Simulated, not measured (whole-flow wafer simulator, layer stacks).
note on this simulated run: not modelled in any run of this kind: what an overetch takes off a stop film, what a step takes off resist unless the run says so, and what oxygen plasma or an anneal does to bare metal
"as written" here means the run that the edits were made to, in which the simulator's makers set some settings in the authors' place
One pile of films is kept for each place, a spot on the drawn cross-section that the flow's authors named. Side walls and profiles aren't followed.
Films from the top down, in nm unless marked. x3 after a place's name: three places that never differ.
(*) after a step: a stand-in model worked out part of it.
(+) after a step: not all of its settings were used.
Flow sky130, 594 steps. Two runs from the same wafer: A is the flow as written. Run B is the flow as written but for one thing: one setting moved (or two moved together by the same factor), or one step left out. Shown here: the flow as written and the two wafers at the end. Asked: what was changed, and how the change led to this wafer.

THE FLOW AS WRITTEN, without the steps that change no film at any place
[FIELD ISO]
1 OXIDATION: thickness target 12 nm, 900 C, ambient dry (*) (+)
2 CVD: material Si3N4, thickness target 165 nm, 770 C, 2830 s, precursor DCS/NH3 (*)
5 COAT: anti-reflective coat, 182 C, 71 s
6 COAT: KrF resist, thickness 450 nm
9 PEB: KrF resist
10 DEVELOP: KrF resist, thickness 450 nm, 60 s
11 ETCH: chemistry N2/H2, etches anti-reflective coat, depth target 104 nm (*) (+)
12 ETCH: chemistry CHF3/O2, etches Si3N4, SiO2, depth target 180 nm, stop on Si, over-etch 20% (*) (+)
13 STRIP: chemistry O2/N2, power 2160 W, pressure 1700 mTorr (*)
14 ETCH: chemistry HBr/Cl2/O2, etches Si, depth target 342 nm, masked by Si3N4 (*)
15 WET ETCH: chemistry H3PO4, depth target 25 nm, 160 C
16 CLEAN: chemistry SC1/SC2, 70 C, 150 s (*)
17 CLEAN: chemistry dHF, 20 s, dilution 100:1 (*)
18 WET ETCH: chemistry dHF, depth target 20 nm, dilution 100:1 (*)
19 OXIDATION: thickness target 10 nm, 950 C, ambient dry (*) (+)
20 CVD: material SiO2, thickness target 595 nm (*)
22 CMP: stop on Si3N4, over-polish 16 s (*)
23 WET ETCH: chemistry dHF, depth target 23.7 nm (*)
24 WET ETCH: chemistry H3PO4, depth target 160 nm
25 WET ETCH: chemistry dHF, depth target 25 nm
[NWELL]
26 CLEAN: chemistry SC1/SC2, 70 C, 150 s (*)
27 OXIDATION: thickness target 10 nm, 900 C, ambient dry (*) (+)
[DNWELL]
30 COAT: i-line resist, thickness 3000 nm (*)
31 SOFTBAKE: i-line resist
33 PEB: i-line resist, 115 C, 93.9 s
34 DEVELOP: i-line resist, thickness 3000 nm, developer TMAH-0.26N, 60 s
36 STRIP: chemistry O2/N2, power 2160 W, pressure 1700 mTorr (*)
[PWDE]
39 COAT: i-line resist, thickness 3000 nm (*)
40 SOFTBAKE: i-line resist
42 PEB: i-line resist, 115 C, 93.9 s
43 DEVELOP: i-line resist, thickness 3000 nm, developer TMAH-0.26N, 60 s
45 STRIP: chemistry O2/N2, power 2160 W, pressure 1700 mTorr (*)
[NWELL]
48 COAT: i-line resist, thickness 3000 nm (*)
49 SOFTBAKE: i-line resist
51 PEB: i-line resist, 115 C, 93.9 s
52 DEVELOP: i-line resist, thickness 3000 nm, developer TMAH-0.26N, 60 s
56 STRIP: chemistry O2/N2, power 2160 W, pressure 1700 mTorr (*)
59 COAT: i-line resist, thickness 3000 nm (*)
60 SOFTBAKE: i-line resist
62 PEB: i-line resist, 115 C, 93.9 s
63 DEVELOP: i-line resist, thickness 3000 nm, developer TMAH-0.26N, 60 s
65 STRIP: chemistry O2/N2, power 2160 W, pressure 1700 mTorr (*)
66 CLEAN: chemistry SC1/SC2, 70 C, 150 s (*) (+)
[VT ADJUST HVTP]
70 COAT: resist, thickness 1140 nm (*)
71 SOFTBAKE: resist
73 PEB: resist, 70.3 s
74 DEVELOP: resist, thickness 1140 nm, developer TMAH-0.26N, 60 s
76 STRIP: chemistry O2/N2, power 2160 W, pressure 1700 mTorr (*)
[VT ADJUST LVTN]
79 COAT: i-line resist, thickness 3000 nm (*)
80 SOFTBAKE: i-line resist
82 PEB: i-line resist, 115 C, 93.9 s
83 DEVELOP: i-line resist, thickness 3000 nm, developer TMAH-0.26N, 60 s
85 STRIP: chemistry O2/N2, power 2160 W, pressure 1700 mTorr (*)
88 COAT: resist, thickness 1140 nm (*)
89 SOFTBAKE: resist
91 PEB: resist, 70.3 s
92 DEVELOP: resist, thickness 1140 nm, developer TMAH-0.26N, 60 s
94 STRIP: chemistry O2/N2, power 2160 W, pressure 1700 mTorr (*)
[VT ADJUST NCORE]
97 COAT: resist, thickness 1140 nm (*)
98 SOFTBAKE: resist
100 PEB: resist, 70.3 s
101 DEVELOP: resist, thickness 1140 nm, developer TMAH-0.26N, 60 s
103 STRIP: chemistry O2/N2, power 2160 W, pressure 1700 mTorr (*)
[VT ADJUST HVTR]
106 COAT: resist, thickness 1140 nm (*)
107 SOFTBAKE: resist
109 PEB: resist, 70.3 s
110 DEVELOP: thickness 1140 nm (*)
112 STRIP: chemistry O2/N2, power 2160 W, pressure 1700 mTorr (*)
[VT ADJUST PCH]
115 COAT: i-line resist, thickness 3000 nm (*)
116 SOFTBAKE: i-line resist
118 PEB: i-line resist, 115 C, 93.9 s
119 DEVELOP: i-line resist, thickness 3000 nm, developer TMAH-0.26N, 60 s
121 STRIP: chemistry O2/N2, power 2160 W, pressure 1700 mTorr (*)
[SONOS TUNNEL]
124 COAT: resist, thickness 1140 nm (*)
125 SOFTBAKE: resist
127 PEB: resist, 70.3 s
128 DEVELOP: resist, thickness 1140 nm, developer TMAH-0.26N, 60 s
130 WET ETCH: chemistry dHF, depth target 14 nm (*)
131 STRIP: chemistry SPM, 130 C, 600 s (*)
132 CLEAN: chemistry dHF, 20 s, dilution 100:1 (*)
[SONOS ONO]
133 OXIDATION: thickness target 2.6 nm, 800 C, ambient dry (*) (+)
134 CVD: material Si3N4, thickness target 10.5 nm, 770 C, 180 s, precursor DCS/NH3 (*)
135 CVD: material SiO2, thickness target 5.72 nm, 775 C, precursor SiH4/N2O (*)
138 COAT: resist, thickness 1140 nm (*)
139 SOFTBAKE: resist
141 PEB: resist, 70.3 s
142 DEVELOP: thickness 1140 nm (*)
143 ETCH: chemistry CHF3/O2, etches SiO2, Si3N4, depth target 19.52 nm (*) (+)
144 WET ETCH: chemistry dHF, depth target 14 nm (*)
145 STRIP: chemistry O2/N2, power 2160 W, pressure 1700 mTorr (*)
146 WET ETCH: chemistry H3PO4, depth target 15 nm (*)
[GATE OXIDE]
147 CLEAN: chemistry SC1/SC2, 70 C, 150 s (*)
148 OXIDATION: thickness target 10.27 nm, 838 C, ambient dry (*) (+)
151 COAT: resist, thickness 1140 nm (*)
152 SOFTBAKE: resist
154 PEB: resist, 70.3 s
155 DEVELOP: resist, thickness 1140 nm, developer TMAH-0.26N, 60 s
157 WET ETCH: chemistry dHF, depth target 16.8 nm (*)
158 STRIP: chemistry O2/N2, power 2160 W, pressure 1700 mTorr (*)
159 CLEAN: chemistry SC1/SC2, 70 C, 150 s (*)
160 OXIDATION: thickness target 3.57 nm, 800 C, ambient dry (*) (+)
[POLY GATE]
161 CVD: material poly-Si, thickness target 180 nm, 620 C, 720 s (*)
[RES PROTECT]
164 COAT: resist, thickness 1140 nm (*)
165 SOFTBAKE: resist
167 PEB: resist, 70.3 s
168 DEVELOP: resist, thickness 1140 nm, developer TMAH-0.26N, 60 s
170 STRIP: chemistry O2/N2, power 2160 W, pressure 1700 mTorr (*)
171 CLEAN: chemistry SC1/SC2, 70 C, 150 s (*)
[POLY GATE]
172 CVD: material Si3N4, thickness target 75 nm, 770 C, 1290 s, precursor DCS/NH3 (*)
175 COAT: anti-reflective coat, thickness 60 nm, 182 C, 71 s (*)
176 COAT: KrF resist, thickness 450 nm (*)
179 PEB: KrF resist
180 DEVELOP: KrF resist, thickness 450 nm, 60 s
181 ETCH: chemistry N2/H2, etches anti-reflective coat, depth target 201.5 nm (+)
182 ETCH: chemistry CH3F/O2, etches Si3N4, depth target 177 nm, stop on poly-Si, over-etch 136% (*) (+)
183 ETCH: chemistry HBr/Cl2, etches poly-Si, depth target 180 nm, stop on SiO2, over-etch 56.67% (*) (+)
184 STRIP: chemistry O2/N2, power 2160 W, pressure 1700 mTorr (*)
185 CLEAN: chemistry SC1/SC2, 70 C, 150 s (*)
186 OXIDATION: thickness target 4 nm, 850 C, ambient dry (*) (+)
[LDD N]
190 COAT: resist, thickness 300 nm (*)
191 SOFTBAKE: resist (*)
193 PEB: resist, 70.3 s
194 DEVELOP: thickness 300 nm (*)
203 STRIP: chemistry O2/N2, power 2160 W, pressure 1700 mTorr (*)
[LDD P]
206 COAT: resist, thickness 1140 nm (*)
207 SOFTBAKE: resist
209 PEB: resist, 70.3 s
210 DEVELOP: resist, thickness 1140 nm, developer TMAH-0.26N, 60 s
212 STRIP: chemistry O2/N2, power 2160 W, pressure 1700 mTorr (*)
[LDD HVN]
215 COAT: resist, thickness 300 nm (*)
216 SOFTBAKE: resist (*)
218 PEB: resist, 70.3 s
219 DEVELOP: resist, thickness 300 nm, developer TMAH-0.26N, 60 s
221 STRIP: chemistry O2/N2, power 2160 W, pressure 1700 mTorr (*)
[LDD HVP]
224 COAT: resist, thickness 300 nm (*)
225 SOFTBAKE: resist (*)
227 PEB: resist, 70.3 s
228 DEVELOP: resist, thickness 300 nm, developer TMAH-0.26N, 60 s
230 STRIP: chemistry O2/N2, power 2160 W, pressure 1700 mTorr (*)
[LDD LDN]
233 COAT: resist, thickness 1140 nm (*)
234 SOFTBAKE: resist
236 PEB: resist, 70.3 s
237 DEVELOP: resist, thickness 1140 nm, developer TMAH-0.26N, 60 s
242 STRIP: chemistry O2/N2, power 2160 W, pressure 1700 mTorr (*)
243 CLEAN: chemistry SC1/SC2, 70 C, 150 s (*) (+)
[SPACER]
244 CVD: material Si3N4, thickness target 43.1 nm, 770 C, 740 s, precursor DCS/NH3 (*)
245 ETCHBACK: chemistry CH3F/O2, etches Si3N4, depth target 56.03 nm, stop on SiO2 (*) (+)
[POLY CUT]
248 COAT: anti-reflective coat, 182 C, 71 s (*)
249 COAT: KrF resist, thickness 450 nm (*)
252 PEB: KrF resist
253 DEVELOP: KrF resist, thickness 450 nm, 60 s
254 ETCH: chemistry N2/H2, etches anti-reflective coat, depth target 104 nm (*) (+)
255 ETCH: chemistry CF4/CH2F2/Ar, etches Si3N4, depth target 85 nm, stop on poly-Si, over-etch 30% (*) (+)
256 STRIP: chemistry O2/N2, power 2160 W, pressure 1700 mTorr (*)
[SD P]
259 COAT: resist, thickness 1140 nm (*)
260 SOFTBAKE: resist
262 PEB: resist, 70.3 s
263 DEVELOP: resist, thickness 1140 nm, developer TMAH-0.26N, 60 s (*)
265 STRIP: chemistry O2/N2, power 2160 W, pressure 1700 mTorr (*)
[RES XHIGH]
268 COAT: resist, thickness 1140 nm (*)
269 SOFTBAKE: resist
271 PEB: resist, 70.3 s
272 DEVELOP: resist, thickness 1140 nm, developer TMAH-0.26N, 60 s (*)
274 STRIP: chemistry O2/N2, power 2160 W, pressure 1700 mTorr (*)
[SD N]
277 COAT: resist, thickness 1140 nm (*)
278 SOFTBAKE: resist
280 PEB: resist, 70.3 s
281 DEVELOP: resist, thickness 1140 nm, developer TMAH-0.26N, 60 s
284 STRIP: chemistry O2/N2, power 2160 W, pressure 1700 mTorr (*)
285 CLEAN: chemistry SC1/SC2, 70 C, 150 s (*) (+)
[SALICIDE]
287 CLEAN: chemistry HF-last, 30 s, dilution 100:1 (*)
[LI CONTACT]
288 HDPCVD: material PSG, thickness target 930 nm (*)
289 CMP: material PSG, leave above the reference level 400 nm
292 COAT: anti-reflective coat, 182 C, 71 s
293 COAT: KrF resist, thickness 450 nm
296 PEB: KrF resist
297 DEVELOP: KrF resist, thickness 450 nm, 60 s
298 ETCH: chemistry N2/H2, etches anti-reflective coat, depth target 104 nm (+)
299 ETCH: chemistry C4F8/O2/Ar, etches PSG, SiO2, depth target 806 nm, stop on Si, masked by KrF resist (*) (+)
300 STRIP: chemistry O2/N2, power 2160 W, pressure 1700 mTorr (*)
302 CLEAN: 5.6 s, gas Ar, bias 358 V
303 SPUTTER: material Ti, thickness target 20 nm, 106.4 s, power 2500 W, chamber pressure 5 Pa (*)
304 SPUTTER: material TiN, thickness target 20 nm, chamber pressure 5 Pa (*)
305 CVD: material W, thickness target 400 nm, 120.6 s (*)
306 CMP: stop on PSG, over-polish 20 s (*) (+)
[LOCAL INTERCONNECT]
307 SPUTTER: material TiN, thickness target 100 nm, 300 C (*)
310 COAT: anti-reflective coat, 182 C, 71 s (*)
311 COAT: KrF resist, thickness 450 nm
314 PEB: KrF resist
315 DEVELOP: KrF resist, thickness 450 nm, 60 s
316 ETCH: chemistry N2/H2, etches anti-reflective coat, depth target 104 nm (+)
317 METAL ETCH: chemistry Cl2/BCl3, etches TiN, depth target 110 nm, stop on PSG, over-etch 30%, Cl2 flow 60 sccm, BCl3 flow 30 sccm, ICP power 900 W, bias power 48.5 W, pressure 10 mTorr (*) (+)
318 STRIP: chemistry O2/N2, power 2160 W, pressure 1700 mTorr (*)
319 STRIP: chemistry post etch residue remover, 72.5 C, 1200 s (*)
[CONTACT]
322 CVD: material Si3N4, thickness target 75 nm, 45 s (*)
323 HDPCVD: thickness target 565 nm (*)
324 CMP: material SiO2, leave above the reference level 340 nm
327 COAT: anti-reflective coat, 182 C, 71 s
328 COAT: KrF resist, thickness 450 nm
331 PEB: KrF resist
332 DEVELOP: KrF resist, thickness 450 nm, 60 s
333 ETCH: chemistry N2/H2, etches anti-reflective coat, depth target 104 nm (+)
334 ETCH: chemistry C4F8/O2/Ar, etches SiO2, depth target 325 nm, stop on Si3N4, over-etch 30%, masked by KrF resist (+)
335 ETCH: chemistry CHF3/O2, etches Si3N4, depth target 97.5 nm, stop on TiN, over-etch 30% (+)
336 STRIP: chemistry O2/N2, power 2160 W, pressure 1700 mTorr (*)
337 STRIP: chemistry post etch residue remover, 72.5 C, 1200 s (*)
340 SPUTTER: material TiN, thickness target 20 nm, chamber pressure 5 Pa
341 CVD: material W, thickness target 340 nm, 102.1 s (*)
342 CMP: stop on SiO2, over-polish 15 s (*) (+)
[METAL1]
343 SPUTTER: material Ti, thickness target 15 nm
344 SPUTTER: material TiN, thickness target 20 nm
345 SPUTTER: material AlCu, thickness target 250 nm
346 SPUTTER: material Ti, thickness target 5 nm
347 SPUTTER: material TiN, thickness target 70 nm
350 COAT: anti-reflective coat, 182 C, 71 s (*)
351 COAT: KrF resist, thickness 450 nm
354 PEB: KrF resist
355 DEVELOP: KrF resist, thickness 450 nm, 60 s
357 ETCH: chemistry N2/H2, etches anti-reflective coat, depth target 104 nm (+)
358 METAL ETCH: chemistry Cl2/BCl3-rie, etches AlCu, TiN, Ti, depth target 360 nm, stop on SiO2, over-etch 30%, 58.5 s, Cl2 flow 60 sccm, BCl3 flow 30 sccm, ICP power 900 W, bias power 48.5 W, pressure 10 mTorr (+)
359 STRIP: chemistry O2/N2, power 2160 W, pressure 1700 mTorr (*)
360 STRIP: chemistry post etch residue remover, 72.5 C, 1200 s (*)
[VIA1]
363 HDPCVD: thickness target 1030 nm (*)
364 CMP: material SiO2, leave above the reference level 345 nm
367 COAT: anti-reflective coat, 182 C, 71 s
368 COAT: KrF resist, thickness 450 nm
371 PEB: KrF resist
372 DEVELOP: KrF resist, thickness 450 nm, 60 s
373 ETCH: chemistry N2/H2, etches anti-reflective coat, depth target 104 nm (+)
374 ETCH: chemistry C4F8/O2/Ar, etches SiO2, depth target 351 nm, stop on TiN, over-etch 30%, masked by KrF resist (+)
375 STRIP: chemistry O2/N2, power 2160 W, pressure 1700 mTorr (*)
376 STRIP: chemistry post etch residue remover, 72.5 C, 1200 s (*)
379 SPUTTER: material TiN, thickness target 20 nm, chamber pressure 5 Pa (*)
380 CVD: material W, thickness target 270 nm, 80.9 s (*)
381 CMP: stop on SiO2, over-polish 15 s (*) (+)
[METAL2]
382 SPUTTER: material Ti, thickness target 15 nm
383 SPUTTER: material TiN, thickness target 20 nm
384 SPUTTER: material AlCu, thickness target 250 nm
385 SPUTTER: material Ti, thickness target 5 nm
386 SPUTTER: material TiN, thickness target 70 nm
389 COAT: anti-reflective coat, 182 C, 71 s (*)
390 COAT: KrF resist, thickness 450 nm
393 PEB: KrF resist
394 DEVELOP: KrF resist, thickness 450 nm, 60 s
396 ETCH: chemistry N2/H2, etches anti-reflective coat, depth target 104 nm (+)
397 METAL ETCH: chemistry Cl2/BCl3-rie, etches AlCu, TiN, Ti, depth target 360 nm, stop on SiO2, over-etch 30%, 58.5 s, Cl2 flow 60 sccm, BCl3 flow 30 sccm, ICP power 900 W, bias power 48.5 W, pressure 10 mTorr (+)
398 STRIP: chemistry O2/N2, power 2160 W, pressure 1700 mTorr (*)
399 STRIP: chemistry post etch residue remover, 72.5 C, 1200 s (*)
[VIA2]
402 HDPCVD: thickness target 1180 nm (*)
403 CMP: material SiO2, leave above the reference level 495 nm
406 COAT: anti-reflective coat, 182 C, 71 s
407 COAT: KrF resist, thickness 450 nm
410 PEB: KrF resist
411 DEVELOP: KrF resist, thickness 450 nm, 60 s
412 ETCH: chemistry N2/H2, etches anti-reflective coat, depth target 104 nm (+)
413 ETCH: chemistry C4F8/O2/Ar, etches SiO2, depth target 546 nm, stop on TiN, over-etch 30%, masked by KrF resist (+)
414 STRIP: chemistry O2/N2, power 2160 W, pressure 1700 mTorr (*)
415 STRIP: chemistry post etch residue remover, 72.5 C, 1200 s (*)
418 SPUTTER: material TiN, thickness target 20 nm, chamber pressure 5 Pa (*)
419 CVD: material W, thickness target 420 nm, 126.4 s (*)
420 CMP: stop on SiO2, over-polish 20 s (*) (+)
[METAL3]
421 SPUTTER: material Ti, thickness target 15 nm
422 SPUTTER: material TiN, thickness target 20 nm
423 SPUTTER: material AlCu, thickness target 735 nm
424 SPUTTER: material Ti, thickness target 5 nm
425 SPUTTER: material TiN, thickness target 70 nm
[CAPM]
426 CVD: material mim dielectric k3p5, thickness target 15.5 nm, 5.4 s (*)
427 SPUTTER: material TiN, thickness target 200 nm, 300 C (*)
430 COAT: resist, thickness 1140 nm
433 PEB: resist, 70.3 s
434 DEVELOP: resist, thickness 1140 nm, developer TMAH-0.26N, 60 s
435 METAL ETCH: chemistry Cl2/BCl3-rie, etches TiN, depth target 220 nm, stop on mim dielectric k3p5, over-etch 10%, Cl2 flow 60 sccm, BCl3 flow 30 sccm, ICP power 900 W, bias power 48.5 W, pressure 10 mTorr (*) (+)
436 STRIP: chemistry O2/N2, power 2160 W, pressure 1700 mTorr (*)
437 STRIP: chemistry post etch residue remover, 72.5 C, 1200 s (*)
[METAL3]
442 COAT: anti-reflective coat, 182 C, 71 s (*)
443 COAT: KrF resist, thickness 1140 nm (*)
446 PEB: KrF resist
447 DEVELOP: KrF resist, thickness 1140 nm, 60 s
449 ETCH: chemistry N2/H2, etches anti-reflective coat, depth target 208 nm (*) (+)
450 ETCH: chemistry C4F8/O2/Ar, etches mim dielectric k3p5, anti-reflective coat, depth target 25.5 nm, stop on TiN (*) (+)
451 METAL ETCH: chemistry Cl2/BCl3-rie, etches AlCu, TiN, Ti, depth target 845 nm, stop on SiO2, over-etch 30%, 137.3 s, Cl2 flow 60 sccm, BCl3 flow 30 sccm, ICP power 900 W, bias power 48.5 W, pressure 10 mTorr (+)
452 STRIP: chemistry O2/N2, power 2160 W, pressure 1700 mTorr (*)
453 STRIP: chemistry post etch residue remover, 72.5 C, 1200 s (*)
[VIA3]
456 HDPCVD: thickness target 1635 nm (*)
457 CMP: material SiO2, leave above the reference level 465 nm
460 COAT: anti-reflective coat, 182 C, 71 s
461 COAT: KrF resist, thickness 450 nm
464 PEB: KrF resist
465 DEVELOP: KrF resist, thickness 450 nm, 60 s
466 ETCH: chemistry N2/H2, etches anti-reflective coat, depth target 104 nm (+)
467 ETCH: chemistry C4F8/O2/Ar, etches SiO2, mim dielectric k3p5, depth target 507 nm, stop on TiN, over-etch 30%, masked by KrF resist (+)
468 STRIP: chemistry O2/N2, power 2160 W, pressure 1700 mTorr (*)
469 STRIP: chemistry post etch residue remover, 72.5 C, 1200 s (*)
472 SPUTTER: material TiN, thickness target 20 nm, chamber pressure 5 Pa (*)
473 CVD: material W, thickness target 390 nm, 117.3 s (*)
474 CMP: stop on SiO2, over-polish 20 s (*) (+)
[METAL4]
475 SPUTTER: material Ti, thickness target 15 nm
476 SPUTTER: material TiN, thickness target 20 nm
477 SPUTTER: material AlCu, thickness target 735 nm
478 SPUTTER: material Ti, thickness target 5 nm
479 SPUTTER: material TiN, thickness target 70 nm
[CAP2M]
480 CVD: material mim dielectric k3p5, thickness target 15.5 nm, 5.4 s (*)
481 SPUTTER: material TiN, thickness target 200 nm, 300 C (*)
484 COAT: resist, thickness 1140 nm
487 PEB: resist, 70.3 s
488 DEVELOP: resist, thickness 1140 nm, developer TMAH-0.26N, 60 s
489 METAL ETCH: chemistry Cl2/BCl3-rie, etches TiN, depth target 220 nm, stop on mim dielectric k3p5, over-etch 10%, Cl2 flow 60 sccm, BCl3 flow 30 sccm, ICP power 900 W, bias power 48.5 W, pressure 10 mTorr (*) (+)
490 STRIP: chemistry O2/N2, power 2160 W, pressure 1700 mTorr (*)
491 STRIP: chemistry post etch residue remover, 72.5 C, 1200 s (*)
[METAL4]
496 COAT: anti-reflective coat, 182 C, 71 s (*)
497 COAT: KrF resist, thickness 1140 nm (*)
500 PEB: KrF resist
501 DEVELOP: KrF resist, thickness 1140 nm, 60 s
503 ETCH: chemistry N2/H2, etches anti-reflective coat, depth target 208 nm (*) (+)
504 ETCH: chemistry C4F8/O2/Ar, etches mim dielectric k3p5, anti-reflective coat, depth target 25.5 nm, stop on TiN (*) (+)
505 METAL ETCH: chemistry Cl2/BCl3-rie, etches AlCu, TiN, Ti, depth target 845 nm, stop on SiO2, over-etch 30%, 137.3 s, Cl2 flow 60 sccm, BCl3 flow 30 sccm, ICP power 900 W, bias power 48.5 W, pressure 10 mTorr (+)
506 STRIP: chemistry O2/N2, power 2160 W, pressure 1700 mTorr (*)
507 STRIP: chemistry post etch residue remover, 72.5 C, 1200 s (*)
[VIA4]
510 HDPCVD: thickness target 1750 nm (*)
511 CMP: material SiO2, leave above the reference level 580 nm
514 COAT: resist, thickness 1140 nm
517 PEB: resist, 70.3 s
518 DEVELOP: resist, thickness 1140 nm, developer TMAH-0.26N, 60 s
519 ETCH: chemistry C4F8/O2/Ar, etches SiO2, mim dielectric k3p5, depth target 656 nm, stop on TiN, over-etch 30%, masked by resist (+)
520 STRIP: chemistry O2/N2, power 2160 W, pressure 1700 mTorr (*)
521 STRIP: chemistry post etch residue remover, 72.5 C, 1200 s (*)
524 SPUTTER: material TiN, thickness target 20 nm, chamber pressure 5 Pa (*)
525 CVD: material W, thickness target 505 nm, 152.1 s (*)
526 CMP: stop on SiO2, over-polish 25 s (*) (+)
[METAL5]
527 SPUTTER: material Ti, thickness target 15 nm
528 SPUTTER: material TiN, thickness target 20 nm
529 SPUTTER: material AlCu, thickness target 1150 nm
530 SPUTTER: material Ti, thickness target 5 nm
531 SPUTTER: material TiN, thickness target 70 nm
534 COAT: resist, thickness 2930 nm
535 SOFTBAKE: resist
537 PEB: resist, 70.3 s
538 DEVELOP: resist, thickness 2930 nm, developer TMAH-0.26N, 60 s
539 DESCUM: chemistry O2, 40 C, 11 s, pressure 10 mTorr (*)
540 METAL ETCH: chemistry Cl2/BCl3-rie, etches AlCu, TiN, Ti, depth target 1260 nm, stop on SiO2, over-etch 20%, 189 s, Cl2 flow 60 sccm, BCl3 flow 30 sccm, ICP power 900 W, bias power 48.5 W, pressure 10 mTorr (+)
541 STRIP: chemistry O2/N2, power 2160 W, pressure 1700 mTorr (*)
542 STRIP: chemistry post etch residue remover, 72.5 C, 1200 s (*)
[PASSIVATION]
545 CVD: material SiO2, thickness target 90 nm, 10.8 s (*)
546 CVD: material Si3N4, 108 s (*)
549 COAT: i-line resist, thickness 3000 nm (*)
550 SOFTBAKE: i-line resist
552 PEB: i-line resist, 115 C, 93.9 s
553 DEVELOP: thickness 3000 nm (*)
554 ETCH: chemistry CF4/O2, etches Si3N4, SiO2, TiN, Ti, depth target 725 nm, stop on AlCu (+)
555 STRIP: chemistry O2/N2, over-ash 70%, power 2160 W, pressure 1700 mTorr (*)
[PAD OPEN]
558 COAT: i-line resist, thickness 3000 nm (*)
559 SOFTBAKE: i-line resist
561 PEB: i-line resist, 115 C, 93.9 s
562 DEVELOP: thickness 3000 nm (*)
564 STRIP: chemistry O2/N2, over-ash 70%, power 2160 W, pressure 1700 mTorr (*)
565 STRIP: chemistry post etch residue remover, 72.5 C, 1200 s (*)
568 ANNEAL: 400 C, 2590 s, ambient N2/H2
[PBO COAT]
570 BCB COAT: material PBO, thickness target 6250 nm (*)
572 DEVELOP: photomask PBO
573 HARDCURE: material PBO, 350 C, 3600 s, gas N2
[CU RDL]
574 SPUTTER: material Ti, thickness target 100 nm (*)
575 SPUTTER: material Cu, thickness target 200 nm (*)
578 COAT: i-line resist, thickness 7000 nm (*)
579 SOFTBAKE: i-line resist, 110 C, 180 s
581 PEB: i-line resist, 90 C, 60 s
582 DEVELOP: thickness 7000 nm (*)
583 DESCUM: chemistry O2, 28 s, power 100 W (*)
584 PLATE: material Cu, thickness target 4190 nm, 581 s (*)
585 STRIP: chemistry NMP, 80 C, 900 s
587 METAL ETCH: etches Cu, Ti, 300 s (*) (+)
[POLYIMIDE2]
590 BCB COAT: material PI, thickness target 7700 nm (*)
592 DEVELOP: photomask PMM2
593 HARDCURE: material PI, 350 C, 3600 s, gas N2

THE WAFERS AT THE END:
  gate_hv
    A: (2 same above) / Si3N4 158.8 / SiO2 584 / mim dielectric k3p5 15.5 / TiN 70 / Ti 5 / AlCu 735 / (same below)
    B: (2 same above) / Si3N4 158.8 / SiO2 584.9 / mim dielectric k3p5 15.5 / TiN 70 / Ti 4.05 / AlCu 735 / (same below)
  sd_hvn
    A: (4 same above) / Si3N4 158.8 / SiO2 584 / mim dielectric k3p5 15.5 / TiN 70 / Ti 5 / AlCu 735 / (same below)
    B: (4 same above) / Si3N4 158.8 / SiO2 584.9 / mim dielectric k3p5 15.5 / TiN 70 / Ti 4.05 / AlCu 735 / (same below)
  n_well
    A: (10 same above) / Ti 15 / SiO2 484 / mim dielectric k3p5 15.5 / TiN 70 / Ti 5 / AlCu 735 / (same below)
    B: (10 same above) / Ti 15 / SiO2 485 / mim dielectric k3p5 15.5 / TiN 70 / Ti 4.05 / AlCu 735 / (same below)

The cause: step 478, SPUTTER: thickness target 4.05 nm was run, where the flow has thickness target 5 nm.
It can be read off the wafer: gate_hv has Ti 4.05, and step 478 as written asks for 5 nm.

How the change led to this, step by step:
  478 SPUTTER: material Ti, thickness target 5 nm
      field, active, n_well and 189 more: A Ti +5 (new film) | B Ti +4.05 (new film)
  505 METAL ETCH: chemistry Cl2/BCl3-rie, etches AlCu, TiN, Ti, depth target 845 nm, stop on SiO2, over-etch 30%, 137.3 s, Cl2 flow 60 sccm, BCl3 flow 30 sccm, ICP power 900 W, bias power 48.5 W, pressure 10 mTorr (+)
      field, gate, spacer and 68 more: A TiN -70 (all of it), Ti -5 (all of it), AlCu -735 (all of it), TiN -20 (all of it), Ti -15 (all of it), SiO2 -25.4 | B TiN -70 (all of it), Ti -4.05 (all of it), AlCu -735 (all of it), TiN -20 (all of it), Ti -15 (all of it), SiO2 -25.4
      active, vpp_iso1, mim_edge_plate and 14 more: A TiN -70 (all of it), Ti -5 (all of it), AlCu -735 (all of it), TiN -20 (all of it), Ti -15 (all of it), SiO2 -25.3 | B TiN -70 (all of it), Ti -4.05 (all of it), AlCu -735 (all of it), TiN -20 (all of it), Ti -15 (all of it), SiO2 -25.4
